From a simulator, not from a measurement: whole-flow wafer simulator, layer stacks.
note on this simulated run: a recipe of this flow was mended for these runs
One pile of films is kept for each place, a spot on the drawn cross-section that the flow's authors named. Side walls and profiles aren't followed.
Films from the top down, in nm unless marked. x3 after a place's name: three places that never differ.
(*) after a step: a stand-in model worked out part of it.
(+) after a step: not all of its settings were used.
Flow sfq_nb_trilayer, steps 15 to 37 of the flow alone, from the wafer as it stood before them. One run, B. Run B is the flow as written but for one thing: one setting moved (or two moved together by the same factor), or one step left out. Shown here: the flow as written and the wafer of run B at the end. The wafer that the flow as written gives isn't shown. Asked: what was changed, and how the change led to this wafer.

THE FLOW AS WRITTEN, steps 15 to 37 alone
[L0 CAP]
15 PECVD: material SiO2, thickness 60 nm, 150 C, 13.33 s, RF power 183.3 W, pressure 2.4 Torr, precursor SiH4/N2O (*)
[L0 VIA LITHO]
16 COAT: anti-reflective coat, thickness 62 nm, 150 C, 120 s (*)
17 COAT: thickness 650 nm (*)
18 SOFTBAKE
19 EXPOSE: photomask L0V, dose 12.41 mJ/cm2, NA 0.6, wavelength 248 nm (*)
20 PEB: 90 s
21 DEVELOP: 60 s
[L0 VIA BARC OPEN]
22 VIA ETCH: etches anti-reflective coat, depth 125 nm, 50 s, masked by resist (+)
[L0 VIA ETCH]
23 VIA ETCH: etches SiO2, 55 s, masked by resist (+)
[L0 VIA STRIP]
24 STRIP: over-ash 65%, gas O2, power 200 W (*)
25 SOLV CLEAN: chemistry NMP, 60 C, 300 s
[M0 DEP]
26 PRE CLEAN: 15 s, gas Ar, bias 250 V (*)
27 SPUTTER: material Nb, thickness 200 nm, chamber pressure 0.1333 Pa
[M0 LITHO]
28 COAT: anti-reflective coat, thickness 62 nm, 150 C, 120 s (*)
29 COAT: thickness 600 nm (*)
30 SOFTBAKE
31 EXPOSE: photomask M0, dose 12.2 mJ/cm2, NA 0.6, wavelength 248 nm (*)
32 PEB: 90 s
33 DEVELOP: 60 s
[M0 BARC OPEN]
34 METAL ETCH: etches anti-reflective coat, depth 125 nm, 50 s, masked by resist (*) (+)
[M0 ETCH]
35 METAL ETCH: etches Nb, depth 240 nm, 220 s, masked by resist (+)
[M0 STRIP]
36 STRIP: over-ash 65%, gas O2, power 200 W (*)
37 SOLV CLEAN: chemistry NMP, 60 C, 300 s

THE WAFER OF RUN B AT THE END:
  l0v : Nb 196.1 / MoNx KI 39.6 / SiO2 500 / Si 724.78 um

The cause: step 23, VIA ETCH: 38 s was run, where the flow has 55 s.

How the change led to this, step by step:
  23 VIA ETCH: etches SiO2, 55 s, masked by resist (+)
      l0v: SiO2 -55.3 (as written it would be: SiO2 -59.7 (all of it), MoNx KI -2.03)
      field_l, v_sur, via_wl and 102 more: KrF-resist-other-grade -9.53 (as written it would be: KrF-resist-other-grade -13.8)
  26 PRE CLEAN: 15 s, gas Ar, bias 250 V (*)
      l0v: SiO2 -4.39 (all of it), MoNx KI -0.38 (as written it would be: MoNx KI -2.91)
  28 COAT: anti-reflective coat, thickness 62 nm, 150 C, 120 s (*)
      l0_sur: anti-reflective coat +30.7 (new film) (as written it would be: anti-reflective coat +29.3 (new film))
      l0v: anti-reflective coat +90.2 (new film) (as written it would be: anti-reflective coat +92.5 (new film))
  36 STRIP: over-ash 65%, gas O2, power 200 W (*)
      l0_sur: KrF-resist-other-grade -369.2 (all of it), anti-reflective coat -30.7 (all of it) (as written it would be: KrF-resist-other-grade -370 (all of it), anti-reflective coat -29.3 (all of it))
      l0v: KrF-resist-other-grade -372 (all of it), anti-reflective coat -90.2 (all of it) (as written it would be: KrF-resist-other-grade -374.1 (all of it), anti-reflective coat -92.5 (all of it))
